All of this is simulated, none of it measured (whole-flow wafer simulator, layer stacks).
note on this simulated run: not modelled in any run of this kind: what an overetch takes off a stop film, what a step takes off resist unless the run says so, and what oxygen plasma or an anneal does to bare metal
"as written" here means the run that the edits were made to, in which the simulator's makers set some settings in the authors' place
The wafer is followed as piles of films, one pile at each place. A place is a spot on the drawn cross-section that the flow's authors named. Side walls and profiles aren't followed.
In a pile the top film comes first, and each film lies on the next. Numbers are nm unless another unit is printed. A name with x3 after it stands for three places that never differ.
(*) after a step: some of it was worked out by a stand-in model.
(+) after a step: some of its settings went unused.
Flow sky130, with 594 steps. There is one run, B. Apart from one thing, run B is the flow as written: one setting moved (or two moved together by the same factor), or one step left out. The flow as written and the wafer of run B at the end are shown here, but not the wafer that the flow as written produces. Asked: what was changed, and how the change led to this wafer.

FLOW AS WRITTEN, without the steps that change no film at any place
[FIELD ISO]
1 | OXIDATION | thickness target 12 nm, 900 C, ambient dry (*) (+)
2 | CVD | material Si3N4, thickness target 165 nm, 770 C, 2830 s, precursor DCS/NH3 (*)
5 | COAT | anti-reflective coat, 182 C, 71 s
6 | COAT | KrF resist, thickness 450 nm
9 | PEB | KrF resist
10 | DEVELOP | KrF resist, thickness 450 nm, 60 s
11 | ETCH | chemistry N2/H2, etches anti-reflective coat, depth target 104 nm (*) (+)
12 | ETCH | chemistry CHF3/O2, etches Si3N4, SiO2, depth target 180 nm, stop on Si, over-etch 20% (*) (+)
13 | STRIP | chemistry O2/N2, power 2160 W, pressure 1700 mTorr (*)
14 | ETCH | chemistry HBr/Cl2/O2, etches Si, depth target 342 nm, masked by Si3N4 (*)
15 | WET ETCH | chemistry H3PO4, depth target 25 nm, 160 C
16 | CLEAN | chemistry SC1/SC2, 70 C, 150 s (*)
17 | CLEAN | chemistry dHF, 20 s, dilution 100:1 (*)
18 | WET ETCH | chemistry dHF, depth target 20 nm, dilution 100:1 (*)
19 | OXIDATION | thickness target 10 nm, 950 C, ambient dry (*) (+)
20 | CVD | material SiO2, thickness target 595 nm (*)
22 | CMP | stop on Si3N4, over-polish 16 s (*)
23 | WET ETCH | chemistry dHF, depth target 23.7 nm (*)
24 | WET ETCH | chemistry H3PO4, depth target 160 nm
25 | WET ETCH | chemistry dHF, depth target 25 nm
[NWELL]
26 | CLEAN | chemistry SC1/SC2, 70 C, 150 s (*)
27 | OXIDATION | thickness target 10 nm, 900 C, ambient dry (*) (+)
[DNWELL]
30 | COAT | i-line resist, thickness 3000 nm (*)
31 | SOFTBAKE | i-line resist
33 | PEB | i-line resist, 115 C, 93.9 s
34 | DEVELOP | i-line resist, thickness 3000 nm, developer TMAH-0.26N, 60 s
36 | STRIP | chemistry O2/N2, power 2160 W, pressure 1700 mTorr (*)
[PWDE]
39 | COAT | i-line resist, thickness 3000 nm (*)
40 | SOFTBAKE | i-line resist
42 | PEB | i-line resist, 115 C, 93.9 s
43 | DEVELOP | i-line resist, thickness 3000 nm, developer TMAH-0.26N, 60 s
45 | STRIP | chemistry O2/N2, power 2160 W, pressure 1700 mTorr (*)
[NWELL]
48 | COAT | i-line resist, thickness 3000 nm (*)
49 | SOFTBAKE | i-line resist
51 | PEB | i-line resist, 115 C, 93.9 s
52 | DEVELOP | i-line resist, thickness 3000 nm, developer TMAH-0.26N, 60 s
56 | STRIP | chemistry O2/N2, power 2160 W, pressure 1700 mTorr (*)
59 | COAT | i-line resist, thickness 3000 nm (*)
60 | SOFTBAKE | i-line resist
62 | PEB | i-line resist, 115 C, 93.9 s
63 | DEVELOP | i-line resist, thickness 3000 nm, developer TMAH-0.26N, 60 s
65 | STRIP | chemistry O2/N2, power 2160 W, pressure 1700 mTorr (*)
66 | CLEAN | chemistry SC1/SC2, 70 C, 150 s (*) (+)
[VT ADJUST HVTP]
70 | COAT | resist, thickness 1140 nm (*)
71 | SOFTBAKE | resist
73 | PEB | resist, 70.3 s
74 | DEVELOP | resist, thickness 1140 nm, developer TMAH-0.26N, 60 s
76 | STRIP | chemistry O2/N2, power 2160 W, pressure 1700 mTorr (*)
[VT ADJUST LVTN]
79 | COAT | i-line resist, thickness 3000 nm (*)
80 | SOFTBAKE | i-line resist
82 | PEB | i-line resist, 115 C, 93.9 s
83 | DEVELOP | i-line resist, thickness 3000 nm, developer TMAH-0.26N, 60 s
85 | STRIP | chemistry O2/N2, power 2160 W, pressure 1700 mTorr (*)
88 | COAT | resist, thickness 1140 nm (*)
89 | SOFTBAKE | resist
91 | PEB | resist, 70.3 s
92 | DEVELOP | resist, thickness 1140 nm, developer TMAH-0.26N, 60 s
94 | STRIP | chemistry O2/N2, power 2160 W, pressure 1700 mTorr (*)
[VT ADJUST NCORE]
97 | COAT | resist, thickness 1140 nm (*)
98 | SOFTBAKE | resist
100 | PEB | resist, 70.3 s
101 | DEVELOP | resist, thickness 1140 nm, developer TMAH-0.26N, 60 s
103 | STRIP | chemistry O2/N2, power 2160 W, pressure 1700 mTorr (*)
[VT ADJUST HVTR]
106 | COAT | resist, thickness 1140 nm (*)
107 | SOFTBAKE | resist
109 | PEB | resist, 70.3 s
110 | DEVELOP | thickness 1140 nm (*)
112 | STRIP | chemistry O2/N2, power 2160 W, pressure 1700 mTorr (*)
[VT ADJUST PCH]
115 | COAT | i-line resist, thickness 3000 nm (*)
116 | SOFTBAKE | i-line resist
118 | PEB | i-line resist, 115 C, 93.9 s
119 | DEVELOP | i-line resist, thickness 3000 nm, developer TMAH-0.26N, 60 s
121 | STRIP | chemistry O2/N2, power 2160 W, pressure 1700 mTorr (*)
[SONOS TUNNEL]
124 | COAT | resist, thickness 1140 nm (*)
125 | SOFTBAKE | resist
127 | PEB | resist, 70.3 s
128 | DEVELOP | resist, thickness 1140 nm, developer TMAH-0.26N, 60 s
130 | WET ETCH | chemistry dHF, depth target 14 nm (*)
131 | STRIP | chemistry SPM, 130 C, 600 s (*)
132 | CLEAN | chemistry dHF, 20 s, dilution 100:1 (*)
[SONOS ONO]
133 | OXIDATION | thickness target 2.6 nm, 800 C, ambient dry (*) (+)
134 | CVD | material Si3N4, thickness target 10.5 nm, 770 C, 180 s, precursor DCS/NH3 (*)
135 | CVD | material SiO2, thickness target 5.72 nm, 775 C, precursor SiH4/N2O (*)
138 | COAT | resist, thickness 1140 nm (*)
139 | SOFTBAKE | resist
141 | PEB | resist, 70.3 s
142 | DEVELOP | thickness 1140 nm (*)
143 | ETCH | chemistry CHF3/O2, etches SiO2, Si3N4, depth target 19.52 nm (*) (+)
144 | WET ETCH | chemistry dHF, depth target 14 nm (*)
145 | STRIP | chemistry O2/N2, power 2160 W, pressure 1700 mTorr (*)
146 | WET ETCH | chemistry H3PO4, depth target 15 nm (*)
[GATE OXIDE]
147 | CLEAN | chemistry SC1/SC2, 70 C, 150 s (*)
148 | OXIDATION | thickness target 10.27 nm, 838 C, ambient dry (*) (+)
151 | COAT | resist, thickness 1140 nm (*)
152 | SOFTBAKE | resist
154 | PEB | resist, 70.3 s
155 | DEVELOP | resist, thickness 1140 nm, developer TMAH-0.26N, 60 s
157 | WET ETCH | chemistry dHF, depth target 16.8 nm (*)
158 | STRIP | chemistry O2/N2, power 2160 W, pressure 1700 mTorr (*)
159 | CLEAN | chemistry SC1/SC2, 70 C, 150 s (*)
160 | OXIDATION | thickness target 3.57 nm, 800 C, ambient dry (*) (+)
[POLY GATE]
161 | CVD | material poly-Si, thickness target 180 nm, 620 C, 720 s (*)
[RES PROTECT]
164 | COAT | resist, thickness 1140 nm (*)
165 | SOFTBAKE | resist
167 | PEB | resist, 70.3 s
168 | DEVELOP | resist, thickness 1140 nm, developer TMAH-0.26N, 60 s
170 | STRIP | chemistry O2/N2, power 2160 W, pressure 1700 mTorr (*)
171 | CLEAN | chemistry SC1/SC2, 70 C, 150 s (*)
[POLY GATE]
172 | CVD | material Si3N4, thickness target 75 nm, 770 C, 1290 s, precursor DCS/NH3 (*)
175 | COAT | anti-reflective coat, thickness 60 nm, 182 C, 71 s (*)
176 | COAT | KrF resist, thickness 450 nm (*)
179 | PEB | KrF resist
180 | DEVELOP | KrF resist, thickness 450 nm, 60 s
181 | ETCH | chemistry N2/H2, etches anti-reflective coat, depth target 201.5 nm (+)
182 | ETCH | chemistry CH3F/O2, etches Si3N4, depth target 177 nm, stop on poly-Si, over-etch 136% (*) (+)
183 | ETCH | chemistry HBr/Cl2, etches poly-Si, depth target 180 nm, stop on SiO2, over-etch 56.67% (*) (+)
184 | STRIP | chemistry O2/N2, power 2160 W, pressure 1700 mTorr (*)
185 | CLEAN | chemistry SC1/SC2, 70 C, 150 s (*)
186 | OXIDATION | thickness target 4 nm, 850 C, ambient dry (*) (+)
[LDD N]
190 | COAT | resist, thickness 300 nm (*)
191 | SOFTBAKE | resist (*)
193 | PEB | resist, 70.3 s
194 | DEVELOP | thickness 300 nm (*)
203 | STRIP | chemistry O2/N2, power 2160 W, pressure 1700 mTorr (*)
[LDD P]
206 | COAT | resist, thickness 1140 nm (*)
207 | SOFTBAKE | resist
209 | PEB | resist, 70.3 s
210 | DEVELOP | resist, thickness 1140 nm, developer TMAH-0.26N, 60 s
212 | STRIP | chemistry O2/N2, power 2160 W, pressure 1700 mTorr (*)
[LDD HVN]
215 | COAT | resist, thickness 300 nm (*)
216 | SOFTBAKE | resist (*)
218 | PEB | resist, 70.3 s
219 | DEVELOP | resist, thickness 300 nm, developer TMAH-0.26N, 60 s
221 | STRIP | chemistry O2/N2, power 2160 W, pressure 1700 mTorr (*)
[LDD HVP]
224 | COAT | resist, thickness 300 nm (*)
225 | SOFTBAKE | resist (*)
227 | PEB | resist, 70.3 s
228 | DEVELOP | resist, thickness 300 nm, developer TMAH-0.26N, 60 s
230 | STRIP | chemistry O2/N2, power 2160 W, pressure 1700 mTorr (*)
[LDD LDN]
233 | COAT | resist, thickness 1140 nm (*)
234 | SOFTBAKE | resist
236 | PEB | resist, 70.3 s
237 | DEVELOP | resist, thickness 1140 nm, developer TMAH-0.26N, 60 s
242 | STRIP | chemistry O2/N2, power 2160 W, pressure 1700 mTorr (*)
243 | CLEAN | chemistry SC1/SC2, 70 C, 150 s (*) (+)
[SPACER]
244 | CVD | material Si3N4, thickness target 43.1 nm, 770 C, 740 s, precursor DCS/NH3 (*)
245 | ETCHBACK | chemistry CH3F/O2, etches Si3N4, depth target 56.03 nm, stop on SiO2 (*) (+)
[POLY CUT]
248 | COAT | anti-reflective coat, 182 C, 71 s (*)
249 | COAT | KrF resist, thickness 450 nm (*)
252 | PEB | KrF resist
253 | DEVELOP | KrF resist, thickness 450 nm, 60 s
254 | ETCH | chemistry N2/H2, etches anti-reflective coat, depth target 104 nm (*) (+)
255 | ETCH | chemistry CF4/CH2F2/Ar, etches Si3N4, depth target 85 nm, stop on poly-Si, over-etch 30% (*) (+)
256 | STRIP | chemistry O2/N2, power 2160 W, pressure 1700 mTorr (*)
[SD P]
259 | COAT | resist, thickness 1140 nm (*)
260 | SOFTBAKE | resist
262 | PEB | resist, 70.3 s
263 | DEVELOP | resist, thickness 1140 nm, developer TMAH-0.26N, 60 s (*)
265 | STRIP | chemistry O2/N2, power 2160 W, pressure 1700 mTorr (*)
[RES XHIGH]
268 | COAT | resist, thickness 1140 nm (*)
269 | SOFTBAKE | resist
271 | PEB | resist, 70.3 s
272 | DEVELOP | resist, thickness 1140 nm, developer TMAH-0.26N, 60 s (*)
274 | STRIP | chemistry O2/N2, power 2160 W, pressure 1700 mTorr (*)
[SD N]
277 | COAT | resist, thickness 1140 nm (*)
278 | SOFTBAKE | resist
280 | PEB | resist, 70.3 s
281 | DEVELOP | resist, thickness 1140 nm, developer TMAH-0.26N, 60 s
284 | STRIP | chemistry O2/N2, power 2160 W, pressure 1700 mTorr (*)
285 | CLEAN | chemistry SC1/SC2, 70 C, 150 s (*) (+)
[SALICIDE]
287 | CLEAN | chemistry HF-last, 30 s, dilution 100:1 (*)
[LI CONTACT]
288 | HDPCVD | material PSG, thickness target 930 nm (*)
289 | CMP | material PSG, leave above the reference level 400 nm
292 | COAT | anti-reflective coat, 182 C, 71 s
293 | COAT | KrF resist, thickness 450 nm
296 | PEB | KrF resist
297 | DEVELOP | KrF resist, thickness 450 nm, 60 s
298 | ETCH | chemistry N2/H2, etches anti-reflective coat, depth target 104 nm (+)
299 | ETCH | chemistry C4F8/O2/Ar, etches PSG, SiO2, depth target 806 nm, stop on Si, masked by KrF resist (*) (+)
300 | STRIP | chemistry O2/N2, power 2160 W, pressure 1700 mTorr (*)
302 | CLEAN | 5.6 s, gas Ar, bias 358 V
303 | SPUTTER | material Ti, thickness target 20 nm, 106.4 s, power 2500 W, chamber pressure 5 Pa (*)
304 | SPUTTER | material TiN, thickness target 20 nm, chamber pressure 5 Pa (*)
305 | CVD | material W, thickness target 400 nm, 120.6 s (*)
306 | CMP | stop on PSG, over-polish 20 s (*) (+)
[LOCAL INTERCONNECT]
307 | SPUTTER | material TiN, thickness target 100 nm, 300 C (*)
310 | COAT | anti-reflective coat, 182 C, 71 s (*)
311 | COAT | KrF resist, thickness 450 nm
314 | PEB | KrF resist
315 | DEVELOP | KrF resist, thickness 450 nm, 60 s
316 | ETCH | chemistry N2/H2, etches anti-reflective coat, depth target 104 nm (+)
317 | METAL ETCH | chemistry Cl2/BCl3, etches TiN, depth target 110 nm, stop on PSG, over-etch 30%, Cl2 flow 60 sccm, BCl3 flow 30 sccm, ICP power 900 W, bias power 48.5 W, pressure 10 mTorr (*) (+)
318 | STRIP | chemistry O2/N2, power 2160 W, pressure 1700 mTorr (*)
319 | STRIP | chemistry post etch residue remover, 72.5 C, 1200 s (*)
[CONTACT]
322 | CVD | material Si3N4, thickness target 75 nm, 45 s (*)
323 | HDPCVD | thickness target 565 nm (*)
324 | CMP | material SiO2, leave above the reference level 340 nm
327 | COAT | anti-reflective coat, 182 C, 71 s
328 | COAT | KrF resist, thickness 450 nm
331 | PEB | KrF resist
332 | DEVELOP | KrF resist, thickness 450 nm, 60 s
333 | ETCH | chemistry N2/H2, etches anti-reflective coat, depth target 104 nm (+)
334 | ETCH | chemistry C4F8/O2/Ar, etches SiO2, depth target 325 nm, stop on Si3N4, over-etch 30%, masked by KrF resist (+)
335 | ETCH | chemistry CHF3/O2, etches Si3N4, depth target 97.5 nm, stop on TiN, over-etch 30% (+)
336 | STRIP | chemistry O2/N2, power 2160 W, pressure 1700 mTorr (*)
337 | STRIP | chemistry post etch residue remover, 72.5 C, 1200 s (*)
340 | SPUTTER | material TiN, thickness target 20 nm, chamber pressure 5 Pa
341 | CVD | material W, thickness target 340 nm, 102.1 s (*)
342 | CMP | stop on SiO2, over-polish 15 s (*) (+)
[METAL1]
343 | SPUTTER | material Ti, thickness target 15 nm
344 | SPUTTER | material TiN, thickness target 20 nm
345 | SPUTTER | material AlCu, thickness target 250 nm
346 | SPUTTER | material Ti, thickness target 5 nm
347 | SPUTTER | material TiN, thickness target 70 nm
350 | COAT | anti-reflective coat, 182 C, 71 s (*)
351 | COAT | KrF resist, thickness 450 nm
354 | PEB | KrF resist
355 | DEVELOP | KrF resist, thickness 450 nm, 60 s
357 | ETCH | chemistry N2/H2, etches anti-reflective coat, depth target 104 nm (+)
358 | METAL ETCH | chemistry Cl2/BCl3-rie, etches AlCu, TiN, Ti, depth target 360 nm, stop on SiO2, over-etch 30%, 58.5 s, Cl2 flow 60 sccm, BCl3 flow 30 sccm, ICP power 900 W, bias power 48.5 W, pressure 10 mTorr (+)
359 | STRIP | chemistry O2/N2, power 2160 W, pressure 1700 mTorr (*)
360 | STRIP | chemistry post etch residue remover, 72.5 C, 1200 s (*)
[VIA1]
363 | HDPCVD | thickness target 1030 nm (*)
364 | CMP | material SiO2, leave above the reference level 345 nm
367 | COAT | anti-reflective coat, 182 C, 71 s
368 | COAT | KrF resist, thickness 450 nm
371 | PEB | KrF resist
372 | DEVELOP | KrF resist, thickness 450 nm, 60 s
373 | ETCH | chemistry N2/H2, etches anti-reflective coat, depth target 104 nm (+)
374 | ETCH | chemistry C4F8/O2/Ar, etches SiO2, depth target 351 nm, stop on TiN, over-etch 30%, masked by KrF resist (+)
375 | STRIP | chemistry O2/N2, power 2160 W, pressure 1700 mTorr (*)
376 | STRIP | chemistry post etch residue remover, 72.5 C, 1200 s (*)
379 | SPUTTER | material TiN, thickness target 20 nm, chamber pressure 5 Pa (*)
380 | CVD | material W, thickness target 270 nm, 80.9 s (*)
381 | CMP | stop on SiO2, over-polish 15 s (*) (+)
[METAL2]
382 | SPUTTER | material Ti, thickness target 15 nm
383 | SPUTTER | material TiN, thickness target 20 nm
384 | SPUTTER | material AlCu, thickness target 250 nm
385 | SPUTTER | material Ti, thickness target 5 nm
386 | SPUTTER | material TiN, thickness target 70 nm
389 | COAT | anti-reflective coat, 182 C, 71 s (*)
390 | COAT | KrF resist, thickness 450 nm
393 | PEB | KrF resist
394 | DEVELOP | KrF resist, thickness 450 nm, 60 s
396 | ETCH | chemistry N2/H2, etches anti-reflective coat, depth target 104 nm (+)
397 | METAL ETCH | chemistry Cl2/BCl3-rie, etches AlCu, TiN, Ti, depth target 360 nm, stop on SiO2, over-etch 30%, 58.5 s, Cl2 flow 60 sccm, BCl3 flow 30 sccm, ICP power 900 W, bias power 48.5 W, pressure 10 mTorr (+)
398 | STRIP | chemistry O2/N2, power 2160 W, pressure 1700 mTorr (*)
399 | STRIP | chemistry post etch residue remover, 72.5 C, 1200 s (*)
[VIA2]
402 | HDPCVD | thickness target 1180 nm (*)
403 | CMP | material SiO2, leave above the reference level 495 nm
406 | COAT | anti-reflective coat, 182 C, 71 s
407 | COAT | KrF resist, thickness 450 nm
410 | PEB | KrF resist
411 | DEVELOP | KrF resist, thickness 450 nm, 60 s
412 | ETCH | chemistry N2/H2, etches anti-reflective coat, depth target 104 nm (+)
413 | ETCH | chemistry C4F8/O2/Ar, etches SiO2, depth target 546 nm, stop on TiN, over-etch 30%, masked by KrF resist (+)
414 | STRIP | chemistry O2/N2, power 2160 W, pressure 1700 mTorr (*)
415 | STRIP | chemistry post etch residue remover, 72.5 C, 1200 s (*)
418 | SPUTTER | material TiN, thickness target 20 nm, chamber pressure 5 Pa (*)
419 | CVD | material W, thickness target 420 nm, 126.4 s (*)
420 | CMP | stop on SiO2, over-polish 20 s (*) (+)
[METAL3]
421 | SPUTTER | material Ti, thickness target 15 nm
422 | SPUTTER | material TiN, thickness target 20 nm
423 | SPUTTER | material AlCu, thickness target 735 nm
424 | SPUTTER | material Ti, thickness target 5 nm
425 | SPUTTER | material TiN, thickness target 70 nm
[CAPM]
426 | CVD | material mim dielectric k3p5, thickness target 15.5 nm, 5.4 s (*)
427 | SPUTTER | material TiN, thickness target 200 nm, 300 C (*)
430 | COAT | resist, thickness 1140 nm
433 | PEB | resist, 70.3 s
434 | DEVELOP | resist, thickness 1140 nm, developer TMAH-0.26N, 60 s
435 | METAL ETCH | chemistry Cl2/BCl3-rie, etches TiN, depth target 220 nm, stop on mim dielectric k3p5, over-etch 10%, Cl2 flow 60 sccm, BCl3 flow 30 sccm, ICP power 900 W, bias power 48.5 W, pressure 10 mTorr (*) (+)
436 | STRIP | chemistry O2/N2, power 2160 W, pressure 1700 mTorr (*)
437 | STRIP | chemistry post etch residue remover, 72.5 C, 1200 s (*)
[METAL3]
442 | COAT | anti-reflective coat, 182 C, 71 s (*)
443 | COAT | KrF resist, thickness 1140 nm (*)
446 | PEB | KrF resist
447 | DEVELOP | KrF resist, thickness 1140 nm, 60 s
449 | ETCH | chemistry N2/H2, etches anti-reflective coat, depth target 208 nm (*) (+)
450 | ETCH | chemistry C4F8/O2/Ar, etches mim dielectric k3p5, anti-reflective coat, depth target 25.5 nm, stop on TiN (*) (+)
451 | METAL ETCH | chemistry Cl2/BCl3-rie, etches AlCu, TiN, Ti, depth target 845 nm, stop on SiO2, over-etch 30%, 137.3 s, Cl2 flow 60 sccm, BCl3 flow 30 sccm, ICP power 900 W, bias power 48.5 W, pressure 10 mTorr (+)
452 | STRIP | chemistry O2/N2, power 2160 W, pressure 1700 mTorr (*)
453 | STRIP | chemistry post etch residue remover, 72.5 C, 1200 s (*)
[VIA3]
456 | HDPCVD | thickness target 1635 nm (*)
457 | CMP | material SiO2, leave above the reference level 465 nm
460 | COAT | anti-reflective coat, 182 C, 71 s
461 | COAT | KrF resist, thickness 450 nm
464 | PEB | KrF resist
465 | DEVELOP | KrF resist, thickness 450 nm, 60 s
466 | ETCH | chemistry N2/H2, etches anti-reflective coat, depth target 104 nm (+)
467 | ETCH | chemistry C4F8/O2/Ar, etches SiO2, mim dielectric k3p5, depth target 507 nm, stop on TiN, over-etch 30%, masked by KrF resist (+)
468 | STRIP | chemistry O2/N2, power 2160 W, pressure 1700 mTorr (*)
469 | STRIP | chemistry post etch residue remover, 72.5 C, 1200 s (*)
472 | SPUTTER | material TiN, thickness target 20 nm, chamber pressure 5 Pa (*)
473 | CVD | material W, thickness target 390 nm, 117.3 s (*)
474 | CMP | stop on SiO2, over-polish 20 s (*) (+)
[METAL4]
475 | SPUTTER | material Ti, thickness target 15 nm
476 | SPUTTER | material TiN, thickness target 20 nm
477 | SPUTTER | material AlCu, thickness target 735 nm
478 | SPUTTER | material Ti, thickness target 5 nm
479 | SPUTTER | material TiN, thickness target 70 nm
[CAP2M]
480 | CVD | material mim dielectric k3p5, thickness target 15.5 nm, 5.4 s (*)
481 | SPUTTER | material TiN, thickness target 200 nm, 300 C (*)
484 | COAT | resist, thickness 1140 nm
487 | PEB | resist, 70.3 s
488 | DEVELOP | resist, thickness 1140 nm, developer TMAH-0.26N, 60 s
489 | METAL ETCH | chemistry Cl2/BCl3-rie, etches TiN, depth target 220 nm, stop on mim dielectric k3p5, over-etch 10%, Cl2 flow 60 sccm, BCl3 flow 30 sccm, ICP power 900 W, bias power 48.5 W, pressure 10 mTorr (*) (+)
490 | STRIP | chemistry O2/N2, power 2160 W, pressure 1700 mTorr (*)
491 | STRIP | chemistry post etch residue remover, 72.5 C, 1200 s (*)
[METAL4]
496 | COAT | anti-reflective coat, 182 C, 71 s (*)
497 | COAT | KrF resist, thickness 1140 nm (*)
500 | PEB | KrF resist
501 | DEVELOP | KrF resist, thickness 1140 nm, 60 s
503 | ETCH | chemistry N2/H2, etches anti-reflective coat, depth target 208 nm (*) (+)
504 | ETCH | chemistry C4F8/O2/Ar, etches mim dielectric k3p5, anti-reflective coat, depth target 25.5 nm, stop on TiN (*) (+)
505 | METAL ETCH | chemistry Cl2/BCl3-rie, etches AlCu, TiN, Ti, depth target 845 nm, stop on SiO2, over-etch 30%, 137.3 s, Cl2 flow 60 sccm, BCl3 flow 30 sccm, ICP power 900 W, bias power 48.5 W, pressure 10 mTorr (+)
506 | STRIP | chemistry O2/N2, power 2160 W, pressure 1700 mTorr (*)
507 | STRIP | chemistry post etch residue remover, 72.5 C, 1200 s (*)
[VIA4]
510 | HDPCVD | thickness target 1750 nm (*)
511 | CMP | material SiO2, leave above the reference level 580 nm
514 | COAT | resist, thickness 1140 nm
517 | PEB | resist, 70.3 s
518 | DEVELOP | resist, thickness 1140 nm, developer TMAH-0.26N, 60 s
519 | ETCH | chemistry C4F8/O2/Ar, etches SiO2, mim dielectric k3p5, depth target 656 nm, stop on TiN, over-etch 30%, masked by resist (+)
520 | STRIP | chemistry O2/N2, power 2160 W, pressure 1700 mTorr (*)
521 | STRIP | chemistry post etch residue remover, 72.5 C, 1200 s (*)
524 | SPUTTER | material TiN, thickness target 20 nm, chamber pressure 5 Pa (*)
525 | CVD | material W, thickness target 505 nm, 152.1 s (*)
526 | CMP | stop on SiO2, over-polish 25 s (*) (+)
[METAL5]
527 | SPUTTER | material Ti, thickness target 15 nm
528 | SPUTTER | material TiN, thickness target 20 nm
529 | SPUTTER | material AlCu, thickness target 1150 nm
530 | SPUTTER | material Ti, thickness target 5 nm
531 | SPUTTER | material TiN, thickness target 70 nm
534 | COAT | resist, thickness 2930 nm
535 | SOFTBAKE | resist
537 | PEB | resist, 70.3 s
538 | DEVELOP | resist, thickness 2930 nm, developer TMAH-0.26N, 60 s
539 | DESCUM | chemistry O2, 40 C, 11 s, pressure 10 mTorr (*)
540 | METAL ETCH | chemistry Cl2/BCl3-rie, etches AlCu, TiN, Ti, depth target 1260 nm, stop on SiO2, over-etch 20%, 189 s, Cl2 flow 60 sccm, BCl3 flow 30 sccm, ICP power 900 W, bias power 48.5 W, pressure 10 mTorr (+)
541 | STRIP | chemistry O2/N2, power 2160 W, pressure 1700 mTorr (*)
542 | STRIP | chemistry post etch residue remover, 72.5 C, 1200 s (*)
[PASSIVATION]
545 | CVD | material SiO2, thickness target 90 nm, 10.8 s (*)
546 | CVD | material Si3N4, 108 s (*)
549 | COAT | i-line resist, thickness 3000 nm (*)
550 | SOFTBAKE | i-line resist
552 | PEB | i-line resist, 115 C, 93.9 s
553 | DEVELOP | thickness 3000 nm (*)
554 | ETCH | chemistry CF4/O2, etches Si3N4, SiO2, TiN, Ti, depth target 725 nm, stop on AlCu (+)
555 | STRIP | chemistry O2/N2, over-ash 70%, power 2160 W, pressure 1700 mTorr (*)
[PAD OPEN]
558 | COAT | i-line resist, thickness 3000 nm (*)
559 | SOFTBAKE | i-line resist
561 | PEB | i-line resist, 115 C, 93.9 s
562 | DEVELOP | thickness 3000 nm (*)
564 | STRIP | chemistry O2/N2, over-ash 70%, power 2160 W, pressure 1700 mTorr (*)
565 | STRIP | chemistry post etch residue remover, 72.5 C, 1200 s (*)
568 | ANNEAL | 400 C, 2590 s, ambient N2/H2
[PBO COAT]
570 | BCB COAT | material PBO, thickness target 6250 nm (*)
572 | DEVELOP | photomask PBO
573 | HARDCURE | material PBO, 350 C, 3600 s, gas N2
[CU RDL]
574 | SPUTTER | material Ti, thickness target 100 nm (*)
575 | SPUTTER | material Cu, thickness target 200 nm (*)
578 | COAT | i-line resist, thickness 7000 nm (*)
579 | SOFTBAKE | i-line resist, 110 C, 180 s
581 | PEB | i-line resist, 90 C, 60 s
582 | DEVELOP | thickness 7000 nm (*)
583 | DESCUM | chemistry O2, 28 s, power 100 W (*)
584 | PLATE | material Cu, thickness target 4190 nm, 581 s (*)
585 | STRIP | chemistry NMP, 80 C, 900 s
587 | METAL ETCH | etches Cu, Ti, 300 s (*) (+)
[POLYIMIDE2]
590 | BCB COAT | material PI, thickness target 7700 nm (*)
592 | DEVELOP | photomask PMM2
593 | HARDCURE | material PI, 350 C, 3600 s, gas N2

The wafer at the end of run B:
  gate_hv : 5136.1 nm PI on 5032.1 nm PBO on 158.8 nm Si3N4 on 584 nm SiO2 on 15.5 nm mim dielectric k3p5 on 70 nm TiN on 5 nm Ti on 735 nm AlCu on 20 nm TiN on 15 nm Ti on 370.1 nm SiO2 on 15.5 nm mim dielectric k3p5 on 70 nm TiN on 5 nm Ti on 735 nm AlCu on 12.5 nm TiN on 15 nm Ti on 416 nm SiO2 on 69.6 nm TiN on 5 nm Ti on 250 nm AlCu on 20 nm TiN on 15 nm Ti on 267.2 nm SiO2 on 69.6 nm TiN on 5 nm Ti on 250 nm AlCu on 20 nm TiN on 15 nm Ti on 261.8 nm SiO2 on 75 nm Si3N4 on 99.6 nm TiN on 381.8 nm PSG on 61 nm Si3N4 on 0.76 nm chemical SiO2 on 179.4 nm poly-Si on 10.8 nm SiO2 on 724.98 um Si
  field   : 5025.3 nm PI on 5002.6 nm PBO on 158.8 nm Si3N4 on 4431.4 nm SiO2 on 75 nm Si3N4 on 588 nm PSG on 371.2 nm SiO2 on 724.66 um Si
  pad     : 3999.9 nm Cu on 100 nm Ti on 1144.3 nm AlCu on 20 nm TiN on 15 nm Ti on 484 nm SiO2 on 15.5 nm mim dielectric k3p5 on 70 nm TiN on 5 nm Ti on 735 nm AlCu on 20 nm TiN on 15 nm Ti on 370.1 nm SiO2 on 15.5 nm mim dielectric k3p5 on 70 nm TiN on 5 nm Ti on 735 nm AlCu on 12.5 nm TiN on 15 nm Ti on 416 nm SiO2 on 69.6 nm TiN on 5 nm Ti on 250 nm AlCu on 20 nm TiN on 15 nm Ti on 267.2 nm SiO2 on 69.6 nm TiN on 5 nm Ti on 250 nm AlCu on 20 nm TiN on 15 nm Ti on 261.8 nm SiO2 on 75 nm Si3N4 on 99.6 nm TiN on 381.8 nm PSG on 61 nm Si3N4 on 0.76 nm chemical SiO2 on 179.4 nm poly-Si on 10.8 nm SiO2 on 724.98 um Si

The reason: step 422, SPUTTER: thickness target 12.5 nm was run, whereas the flow has thickness target 20 nm.
One can read it off the wafer: gate_hv has TiN 12.5, and step 422 as written asks for 20 nm.

Step by step, how the change led to this:
  422 | SPUTTER | material TiN, thickness target 20 nm
      field, active, n_well and 188 more: +12.5 TiN (new film) (it would be, as written: +20 TiN (new film))
  451 | METAL ETCH | chemistry Cl2/BCl3-rie, etches AlCu, TiN, Ti, depth target 845 nm, stop on SiO2, over-etch 30%, 137.3 s, Cl2 flow 60 sccm, BCl3 flow 30 sccm, ICP power 900 W, bias power 48.5 W, pressure 10 mTorr (+)
      field, gate, spacer and 68 more: -70 TiN (all of it), -5 Ti (all of it), -735 AlCu (all of it), -12.5 TiN (all of it), -15 Ti (all of it), -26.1 SiO2 (it would be, as written: -70 TiN (all of it), -5 Ti (all of it), -735 AlCu (all of it), -20 TiN (all of it), -15 Ti (all of it), -25.4 SiO2)
      active, vpp_ln, vpp_iso2 and 11 more: -70 TiN (all of it), -5 Ti (all of it), -735 AlCu (all of it), -12.5 TiN (all of it), -15 Ti (all of it), -26.1 SiO2 (it would be, as written: -70 TiN (all of it), -5 Ti (all of it), -735 AlCu (all of it), -20 TiN (all of it), -15 Ti (all of it), -25.3 SiO2)
